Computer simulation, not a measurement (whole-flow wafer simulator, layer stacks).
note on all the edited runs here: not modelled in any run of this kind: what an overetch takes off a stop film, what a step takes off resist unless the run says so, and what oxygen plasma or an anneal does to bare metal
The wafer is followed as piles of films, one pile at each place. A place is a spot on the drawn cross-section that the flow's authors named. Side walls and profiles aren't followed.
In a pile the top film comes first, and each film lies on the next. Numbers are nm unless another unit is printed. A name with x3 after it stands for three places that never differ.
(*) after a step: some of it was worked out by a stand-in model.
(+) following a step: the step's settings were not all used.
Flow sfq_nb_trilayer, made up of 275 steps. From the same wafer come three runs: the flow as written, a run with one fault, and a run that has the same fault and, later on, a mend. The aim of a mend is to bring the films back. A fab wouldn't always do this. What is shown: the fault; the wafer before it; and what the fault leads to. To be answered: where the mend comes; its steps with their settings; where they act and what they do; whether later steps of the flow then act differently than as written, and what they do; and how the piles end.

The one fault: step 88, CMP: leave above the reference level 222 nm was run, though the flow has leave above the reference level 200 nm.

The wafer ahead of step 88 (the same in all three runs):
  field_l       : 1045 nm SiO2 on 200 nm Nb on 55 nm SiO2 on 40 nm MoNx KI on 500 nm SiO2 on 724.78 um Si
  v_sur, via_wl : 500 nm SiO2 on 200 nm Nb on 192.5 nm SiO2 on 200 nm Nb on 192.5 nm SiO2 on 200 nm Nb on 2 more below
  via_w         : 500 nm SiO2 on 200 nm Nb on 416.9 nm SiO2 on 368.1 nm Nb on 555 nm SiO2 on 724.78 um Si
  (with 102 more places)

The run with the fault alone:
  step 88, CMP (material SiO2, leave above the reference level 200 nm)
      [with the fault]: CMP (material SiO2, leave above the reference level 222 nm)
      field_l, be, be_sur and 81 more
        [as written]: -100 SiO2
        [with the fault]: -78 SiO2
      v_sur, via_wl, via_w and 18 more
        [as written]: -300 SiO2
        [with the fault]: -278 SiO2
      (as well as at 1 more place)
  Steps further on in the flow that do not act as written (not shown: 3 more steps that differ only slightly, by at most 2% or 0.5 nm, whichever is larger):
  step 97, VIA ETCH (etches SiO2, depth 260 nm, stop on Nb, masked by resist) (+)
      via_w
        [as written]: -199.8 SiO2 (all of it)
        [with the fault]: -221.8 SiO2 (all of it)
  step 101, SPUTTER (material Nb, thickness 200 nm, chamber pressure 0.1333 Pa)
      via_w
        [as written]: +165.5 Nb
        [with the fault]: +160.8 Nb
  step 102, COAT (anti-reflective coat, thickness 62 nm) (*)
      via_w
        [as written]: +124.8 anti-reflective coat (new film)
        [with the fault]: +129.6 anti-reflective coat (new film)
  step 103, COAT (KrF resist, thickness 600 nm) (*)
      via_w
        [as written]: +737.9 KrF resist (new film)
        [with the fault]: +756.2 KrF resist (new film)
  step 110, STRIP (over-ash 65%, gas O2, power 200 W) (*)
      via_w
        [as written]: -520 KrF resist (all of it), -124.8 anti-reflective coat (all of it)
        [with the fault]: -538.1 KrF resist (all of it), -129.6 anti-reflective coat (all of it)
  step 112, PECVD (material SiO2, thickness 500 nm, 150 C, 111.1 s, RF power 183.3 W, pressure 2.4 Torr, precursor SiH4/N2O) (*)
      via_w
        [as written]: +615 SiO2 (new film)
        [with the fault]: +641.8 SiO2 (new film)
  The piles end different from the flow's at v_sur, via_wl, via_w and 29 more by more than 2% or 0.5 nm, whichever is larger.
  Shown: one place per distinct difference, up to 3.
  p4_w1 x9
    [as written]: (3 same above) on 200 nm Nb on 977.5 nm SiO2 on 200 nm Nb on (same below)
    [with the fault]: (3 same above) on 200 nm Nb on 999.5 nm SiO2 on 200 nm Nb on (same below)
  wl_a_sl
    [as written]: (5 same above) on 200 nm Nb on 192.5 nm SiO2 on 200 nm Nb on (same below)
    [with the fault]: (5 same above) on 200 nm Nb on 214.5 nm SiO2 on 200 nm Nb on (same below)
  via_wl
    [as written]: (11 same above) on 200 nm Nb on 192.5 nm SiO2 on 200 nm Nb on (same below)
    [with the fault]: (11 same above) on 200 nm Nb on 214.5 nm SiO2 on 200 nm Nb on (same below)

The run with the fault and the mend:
  The mend follows step 95.
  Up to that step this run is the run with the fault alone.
  step 95a, STRIP (over-ash 65%, gas O2, power 200 W) (*)
      field_l, v_sur, via_wl and 102 more
        -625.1 KrF resist (all of it), -62 anti-reflective coat (all of it)
      via_w
        -62 anti-reflective coat (all of it)
  step 95b, CMP (material SiO2, leave above the reference level 200 nm) (the flow's step 88 again)
      field_l, v_sur, via_wl and 103 more
        -22 SiO2
  step 95c, COAT (anti-reflective coat, thickness 62 nm) (the flow's step 90 again)
      field_l, v_sur, via_wl and 103 more
        +62 anti-reflective coat (new film)
  step 95d, COAT (KrF resist, thickness 650 nm) (the flow's step 91 again)
      field_l, v_sur, via_wl and 103 more
        +650 KrF resist (new film)
  step 95e, SOFTBAKE (KrF resist) (the flow's step 92 again)
      leaves every film unchanged at each place that is followed
  step 95f, EXPOSE (photomask I2, dose 11.91 mJ/cm2, NA 0.6, wavelength 248 nm) (*) (the flow's step 93 again)
      leaves every film unchanged at each place that is followed
  step 95g, PEB (KrF resist, 90 s) (the flow's step 94 again)
      field_l, v_sur, via_wl and 103 more
        -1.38 KrF resist
  step 95h, DEVELOP (KrF resist, thickness 650 nm, 60 s) (the flow's step 95 again)
      field_l, v_sur, via_wl and 102 more
        -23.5 KrF resist
      via_w
        -648.6 KrF resist (all of it)
  None of the later steps of the flow acts differently than as written at any place that is followed.
  At every place that both follow, the piles at the end match the flow's.
